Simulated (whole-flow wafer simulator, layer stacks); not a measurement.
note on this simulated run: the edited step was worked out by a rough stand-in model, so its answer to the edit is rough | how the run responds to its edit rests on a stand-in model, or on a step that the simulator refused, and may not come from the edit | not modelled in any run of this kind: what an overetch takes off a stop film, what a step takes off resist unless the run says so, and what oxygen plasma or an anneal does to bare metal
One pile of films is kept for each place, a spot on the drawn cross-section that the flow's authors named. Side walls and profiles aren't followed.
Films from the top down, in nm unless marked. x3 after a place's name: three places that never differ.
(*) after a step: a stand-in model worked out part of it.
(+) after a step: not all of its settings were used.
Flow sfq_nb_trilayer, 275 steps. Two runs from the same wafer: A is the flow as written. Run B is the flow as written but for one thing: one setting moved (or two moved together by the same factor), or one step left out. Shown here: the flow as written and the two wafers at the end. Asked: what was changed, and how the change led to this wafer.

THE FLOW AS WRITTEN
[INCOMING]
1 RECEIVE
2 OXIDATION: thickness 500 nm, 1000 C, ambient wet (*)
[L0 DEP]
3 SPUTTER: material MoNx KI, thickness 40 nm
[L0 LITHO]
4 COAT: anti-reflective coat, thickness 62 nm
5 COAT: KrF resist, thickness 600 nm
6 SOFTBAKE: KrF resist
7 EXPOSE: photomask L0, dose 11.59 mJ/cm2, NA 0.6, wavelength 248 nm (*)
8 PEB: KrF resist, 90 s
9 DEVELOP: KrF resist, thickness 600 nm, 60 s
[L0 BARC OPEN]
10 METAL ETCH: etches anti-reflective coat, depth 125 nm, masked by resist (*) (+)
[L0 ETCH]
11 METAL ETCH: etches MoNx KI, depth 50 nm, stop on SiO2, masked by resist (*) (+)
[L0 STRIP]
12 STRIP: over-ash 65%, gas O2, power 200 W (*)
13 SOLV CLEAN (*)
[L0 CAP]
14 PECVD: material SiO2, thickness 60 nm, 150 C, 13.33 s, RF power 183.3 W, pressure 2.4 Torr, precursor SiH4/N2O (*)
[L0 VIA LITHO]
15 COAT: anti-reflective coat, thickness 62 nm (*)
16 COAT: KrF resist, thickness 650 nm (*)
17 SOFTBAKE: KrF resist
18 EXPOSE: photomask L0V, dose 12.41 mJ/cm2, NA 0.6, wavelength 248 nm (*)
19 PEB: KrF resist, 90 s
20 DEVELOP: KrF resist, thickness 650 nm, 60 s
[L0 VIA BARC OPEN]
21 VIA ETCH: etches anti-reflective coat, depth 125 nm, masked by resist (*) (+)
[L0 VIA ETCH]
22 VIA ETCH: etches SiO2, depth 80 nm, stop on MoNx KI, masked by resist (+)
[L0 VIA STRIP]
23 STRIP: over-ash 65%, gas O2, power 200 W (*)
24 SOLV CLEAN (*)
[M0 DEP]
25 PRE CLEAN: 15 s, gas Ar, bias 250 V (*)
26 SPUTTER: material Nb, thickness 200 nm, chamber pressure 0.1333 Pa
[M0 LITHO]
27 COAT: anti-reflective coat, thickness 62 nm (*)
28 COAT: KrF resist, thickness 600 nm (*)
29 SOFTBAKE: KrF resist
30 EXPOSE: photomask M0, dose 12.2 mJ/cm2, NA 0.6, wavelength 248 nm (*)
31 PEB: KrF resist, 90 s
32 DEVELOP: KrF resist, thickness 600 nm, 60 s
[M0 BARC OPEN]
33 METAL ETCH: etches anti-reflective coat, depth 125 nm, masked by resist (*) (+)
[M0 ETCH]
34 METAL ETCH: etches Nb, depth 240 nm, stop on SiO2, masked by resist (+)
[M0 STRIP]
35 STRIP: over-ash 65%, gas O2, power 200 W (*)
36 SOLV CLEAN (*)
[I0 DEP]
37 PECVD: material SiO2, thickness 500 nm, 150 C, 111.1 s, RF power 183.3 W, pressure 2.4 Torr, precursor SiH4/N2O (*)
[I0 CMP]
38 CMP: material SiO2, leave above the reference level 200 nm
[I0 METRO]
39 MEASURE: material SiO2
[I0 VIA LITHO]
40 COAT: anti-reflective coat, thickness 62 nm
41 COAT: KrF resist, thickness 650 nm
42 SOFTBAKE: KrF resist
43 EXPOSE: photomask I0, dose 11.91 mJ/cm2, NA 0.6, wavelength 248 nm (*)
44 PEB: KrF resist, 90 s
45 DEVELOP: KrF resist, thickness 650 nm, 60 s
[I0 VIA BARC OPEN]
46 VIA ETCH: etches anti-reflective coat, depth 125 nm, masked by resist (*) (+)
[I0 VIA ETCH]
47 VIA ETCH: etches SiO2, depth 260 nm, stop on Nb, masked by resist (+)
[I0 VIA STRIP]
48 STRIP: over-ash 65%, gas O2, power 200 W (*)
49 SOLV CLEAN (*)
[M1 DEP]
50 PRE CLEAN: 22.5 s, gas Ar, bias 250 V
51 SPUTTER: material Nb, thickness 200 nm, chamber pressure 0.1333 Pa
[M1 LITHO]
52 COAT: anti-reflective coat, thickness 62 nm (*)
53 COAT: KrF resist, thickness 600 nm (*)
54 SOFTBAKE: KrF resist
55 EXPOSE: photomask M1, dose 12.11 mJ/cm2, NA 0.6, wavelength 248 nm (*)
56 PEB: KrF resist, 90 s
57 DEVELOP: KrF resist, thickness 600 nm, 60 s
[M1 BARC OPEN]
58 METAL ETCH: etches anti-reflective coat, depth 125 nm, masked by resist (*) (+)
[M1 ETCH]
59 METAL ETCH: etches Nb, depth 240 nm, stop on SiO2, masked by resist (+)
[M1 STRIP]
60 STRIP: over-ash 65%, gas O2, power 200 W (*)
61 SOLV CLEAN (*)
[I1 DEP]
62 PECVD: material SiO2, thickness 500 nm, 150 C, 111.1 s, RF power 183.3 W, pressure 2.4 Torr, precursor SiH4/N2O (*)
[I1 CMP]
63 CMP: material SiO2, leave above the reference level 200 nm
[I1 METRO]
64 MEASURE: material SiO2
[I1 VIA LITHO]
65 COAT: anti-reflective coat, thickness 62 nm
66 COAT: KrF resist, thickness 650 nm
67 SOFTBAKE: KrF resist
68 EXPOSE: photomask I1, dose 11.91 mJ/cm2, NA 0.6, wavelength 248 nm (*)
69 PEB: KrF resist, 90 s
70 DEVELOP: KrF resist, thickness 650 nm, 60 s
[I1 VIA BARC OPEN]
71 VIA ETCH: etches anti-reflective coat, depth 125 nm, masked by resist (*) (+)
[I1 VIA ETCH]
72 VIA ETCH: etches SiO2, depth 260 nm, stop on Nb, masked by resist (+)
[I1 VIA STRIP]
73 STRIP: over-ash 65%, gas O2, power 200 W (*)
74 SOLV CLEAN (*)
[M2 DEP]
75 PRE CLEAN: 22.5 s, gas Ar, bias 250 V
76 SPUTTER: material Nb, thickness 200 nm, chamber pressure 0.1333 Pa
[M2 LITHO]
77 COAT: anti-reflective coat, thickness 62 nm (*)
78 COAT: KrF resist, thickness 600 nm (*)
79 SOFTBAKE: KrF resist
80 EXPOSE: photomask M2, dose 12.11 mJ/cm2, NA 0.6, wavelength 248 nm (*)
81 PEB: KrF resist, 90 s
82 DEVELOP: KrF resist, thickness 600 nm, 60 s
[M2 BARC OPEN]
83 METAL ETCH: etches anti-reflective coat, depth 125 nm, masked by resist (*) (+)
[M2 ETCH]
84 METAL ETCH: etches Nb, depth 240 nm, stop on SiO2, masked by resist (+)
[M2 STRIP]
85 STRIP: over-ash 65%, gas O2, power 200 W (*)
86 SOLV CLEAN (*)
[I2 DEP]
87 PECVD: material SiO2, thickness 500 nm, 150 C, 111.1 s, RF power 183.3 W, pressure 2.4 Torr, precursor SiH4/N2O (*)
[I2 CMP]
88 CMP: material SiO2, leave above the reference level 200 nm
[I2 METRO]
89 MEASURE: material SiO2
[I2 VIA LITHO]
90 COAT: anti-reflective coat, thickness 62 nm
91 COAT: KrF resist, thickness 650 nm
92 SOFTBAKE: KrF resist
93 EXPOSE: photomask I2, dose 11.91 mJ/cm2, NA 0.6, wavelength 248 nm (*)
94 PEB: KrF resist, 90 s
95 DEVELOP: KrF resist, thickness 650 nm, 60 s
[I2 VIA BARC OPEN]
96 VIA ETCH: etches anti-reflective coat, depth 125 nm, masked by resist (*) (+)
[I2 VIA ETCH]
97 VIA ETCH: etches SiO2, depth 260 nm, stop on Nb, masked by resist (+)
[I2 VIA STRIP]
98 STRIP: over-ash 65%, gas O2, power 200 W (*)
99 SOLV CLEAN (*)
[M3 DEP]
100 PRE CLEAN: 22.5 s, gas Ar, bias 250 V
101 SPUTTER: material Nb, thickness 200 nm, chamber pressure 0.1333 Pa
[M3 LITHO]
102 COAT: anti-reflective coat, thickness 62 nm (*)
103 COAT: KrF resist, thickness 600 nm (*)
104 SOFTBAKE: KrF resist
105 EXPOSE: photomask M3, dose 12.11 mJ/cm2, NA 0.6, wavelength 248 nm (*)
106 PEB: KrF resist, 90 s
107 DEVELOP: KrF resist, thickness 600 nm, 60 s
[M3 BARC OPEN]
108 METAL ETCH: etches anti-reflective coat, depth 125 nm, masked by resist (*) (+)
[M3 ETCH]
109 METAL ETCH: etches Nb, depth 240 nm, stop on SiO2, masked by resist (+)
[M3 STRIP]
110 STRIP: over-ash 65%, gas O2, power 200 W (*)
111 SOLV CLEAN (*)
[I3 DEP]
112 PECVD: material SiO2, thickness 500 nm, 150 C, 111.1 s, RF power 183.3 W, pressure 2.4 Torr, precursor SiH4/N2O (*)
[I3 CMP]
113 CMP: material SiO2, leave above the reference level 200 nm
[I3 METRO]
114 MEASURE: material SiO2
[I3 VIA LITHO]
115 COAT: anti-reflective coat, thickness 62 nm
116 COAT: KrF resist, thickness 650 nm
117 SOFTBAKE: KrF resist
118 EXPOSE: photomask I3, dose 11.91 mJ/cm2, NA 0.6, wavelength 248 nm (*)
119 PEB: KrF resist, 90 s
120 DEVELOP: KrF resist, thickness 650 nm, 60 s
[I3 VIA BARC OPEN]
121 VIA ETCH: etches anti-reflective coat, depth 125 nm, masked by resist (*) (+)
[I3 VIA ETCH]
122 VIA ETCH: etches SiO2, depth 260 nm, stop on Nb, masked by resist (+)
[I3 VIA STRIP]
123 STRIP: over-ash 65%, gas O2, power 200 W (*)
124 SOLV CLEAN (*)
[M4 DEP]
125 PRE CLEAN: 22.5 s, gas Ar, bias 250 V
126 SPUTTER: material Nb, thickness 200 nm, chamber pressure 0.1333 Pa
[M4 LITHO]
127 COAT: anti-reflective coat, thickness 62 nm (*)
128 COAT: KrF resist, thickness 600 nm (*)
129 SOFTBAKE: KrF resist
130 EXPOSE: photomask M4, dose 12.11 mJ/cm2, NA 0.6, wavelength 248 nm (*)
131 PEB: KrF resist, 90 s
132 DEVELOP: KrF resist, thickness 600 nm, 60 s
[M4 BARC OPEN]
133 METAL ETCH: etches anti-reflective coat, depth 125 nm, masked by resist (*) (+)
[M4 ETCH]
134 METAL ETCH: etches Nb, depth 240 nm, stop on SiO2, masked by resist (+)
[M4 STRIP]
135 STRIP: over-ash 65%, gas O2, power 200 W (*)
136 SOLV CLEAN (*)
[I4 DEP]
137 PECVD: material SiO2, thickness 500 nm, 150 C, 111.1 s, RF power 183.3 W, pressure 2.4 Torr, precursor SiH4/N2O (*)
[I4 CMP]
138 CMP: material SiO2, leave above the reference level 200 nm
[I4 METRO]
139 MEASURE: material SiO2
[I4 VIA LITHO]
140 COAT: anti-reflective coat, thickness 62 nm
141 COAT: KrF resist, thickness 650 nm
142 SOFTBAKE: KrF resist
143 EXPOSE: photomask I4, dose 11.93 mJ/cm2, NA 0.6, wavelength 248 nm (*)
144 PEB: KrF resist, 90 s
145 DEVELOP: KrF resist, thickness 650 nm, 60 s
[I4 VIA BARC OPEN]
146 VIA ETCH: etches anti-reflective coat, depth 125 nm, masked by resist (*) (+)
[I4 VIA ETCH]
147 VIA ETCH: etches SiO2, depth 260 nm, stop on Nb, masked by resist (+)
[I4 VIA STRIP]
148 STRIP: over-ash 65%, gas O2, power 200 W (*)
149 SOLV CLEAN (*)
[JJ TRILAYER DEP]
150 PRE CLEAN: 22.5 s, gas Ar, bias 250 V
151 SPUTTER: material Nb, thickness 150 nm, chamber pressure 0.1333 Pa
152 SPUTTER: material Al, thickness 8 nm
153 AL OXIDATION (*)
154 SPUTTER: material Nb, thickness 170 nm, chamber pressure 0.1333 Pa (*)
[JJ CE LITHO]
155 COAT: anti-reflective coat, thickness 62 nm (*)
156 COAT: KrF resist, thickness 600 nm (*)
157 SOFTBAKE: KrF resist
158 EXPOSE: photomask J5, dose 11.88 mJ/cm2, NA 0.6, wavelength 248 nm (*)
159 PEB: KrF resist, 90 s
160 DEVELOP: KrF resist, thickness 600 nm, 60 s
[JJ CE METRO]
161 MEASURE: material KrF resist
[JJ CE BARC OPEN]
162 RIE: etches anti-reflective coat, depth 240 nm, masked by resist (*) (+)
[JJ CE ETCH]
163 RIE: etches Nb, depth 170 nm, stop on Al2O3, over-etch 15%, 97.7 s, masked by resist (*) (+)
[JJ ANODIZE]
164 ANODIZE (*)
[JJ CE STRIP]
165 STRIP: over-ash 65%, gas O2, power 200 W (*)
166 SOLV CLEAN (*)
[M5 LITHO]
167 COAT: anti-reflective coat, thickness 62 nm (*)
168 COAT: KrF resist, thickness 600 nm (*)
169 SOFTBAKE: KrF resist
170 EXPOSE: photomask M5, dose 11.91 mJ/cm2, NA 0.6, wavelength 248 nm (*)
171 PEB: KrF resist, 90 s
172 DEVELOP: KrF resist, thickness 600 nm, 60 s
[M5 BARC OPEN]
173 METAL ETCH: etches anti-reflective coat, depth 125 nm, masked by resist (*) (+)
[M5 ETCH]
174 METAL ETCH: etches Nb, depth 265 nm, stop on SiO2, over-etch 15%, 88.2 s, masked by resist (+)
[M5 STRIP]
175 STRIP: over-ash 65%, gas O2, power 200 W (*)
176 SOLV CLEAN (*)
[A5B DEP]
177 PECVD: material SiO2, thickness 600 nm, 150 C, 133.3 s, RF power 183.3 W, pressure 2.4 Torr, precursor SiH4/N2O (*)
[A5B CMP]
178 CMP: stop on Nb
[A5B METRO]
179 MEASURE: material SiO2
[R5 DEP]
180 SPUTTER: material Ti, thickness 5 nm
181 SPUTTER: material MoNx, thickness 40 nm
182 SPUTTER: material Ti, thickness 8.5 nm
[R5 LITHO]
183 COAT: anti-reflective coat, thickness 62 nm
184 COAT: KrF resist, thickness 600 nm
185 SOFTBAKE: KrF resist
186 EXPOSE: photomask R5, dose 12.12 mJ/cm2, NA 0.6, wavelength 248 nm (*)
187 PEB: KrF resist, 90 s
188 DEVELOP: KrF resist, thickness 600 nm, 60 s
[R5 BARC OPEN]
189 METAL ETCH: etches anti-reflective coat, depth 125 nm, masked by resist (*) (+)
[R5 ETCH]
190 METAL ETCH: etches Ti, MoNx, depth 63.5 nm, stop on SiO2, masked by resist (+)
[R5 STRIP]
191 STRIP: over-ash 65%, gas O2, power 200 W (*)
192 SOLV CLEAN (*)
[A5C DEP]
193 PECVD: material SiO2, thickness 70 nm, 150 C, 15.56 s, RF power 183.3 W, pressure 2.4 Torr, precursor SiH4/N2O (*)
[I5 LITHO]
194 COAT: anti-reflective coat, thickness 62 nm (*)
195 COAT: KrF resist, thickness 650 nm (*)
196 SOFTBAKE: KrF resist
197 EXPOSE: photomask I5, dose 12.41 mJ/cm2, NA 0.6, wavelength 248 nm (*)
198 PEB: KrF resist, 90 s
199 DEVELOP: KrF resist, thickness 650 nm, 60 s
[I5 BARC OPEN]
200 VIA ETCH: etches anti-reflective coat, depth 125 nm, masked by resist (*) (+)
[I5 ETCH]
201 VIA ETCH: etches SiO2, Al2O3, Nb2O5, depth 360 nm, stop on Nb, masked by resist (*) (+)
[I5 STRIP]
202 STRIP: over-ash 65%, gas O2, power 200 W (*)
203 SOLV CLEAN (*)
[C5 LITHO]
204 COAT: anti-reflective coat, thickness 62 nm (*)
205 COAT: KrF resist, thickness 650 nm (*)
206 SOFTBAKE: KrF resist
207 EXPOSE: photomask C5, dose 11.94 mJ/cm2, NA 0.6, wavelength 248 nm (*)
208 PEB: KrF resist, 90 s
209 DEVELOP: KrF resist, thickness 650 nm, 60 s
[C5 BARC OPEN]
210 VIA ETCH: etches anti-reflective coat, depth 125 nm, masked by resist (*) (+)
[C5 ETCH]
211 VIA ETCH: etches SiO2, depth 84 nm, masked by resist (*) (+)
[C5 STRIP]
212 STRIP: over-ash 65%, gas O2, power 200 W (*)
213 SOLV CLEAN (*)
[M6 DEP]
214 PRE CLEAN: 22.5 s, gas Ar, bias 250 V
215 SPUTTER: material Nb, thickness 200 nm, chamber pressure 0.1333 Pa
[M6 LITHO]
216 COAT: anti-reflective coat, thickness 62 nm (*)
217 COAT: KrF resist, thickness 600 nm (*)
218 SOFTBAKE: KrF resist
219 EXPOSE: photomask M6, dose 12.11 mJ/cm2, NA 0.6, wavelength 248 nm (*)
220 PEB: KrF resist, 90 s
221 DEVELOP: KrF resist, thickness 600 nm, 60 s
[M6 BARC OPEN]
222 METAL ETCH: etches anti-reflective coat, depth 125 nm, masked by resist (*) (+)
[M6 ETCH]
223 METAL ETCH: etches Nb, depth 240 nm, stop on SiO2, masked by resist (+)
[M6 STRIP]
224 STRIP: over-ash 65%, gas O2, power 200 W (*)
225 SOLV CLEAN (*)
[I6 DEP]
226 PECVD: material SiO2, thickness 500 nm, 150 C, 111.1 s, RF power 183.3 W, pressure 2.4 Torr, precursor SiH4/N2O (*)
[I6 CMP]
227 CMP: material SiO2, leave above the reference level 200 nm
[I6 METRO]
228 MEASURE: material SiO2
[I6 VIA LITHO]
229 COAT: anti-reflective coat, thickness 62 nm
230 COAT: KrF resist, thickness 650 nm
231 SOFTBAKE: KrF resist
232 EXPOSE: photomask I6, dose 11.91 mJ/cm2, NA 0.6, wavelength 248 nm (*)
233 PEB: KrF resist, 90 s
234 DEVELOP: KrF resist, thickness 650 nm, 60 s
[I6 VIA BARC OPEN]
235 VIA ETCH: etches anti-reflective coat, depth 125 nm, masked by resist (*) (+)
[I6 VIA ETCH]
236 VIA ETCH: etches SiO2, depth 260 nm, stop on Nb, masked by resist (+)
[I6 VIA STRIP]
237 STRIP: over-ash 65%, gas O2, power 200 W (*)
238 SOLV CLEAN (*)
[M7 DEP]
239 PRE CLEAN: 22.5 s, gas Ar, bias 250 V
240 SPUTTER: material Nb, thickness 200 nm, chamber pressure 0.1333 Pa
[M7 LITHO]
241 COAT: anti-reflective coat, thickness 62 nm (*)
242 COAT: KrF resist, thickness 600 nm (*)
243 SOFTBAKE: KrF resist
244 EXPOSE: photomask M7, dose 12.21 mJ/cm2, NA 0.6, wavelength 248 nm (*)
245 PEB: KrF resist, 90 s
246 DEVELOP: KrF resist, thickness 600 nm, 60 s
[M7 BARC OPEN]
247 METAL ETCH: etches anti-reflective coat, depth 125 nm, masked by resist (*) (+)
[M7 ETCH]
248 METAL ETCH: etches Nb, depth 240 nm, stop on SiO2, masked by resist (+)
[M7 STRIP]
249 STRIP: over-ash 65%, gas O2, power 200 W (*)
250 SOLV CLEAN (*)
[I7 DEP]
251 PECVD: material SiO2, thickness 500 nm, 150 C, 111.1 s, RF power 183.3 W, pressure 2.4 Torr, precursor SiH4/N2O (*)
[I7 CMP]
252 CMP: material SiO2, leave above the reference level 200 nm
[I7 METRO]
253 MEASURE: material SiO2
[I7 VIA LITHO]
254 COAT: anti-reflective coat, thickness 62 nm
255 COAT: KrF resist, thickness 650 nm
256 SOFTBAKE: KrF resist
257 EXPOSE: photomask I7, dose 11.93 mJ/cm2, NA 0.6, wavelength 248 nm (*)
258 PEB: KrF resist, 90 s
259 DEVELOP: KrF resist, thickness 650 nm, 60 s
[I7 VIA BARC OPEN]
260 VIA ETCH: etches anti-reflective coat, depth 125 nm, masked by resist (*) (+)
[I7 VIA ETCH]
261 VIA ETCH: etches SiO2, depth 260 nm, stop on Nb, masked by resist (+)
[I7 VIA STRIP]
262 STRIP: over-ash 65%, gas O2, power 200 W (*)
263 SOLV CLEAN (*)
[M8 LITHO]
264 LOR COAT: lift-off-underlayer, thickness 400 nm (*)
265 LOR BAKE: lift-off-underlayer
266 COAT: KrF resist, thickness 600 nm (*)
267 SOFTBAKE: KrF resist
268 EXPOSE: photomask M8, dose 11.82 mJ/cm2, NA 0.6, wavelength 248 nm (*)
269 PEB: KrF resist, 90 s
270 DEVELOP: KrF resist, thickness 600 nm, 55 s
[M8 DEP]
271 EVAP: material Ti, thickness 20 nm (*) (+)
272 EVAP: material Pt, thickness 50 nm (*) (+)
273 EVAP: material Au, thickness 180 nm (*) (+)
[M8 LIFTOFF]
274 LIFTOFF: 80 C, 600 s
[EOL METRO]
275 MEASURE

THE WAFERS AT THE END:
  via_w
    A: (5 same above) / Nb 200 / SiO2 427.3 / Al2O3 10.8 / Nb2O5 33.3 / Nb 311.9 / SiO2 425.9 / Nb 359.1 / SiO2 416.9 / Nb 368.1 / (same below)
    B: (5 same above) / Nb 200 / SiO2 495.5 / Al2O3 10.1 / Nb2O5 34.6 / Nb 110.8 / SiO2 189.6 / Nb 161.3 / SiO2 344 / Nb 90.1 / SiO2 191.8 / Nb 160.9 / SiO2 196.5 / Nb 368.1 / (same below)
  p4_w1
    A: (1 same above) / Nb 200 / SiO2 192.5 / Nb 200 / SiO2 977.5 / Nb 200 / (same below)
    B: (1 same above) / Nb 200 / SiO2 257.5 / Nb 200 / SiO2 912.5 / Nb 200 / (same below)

The cause: step 62, PECVD: thickness 235 nm was run, where the flow has thickness 500 nm; step 62, PECVD: 52.22 s was run, where the flow has 111.1 s.

How the change led to this, step by step:
  62 PECVD: material SiO2, thickness 500 nm, 150 C, 111.1 s, RF power 183.3 W, pressure 2.4 Torr, precursor SiH4/N2O (*)
      field_l, be, be_sur and 72 more: A SiO2 +500 | B SiO2 +235
      v_sur, via_wl, via_wr and 20 more: A SiO2 +500 (new film) | B SiO2 +235 (new film)
      (and at 8 more places)
  63 CMP: material SiO2, leave above the reference level 200 nm
      field_l, be, be_sur and 72 more: A SiO2 -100 | B nothing
      lsp_m, ln_m6, lsp_r, l0_sur, l0v: A SiO2 -94.9 | B nothing
      (and at 26 more places)
  65 COAT: anti-reflective coat, thickness 62 nm
      r_sur, res, p3_s1, p3_l3, p3_s3, p3_l4, p3_s4, p3_l5: A anti-reflective coat +62 (new film) | B anti-reflective coat +63.9 (new film)
      m0r_space_l, m0r_space_r, m6r_space_l, m6r_space_r, m7r_space_l, m7r_space_r: A anti-reflective coat +62 (new film) | B anti-reflective coat +81.1 (new film)
      (and at 76 more places)
  66 COAT: KrF resist, thickness 650 nm
      m0r_line_l, m0r_line_r, m6r_line_l, m6r_line_r, m7r_line_l, m7r_line_r: A KrF resist +650 (new film) | B KrF resist +682.6 (new film)
      m0r_space_l, m0r_space_r, m6r_space_l, m6r_space_r, m7r_space_l, m7r_space_r: A KrF resist +650 (new film) | B KrF resist +671.3 (new film)
      (and at 60 more places)
  70 DEVELOP: KrF resist, thickness 650 nm, 60 s
      via_v: A KrF resist -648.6 (all of it) | B KrF resist -589.6 (all of it)
  71 VIA ETCH: etches anti-reflective coat, depth 125 nm, masked by resist (*) (+)
      field_l, v_sur, via_wl and 102 more: A KrF resist -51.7 | B KrF resist -40.9
      via_v: A anti-reflective coat -62 (all of it), SiO2 -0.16 | B anti-reflective coat -49 (all of it), SiO2 -0.12
  73 STRIP: over-ash 65%, gas O2, power 200 W (*)
      m0r_line_l, m0r_line_r, m6r_line_l, m6r_line_r, m7r_line_l, m7r_line_r: A KrF resist -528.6 (all of it), anti-reflective coat -62 (all of it) | B KrF resist -571.9 (all of it), anti-reflective coat -61.8 (all of it)
      m0r_space_l, m0r_space_r, m6r_space_l, m6r_space_r, m7r_space_l, m7r_space_r: A KrF resist -528.6 (all of it), anti-reflective coat -62 (all of it) | B KrF resist -560.7 (all of it), anti-reflective coat -81.1 (all of it)
      (and at 93 more places)
  76 SPUTTER: material Nb, thickness 200 nm, chamber pressure 0.1333 Pa
      lsp_m, ln_m6, lsp_r, l0_sur, l0v: A Nb +200 (new film) | B Nb +195.7 (new film)
      be, lsp_l: A Nb +200 (new film) | B Nb +184.9 (new film)
      (and at 1 more place)
  77 COAT: anti-reflective coat, thickness 62 nm (*)
      p3_s1, p3_l3, p3_s3, p3_l4, p3_s4, p3_l5: A anti-reflective coat +62 (new film) | B anti-reflective coat +63.8 (new film)
      wl_a_sr, wl_b_sl, wl_b_m5, wl_b_sr: A anti-reflective coat +62 (new film) | B anti-reflective coat +58.6 (new film)
      (and at 80 more places)
  78 COAT: KrF resist, thickness 600 nm (*)
      m0r_line_l, m6r_line_l, m7r_line_l: A KrF resist +600 (new film) | B KrF resist +629.8 (new film)
      m0r_space_l, m6r_space_l, m7r_space_l: A KrF resist +600 (new film) | B KrF resist +622.1 (new film)
      (and at 66 more places)
  82 DEVELOP: KrF resist, thickness 600 nm, 60 s
      m0r_line_l, m6r_line_l, m7r_line_l: A KrF resist -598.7 (all of it) | B KrF resist -628.5 (all of it)
      m0r_space_l, m6r_space_l, m7r_space_l: A KrF resist -598.7 (all of it) | B KrF resist -620.8 (all of it)
      (and at 45 more places)
  83 METAL ETCH: etches anti-reflective coat, depth 125 nm, masked by resist (*) (+)
      m5r_linepad_l, m5r_linepad_r, r5r_spacepad_l, r5r_spacepad_r, m8r_pad_l, m8r_pad_r: A anti-reflective coat -62 (all of it) | B anti-reflective coat -125
      v_sur, via_wl, via_w and 19 more: A KrF resist -51.7 | B KrF resist -69.4
      (and at 62 more places)
  84 METAL ETCH: etches Nb, depth 240 nm, stop on SiO2, masked by resist (+)
      m5r_linepad_l, m5r_linepad_r: A Nb -200 (all of it) | B anti-reflective coat -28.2 (all of it), Nb -200 (all of it)
      r5r_spacepad_l, r5r_spacepad_r: A Nb -200 (all of it) | B anti-reflective coat -28.5 (all of it), Nb -200 (all of it)
      (and at 9 more places)
  85 STRIP: over-ash 65%, gas O2, power 200 W (*)
      v_sur: A KrF resist -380 (all of it), anti-reflective coat -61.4 (all of it) | B KrF resist -278.9 (all of it), anti-reflective coat -39.9 (all of it)
      via_wl: A KrF resist -379.5 (all of it), anti-reflective coat -61.3 (all of it) | B KrF resist -288.4 (all of it), anti-reflective coat -33.4 (all of it)
      (and at 20 more places)
  87 PECVD: material SiO2, thickness 500 nm, 150 C, 111.1 s, RF power 183.3 W, pressure 2.4 Torr, precursor SiH4/N2O (*)
      wl_d_sl, wl_d_sr: A SiO2 +500 | B SiO2 +522.1
      via_w: A SiO2 +500 (new film) | B SiO2 +616.5 (new film)
  88 CMP: material SiO2, leave above the reference level 200 nm
      field_l, be, be_sur and 79 more: A SiO2 -100 | B nothing
      via_w: A SiO2 -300 | B SiO2 -157.1
  ... 41 more steps ...
  178 CMP: stop on Nb
      via_w: A SiO2 -235.2 | B SiO2 -226.5
Counting metal films that touch as one body, via_w has 7 bodies (between them, from the top down: SiO2 192.5; SiO2 495.5 / Al2O3 10.1 / Nb2O5 34.6; SiO2 189.6; SiO2 344; SiO2 191.8; SiO2 196.5); the flow as written gives 5 bodies (between them, from the top down: SiO2 192.5; SiO2 427.3 / Al2O3 10.8 / Nb2O5 33.3; SiO2 425.9; SiO2 416.9).
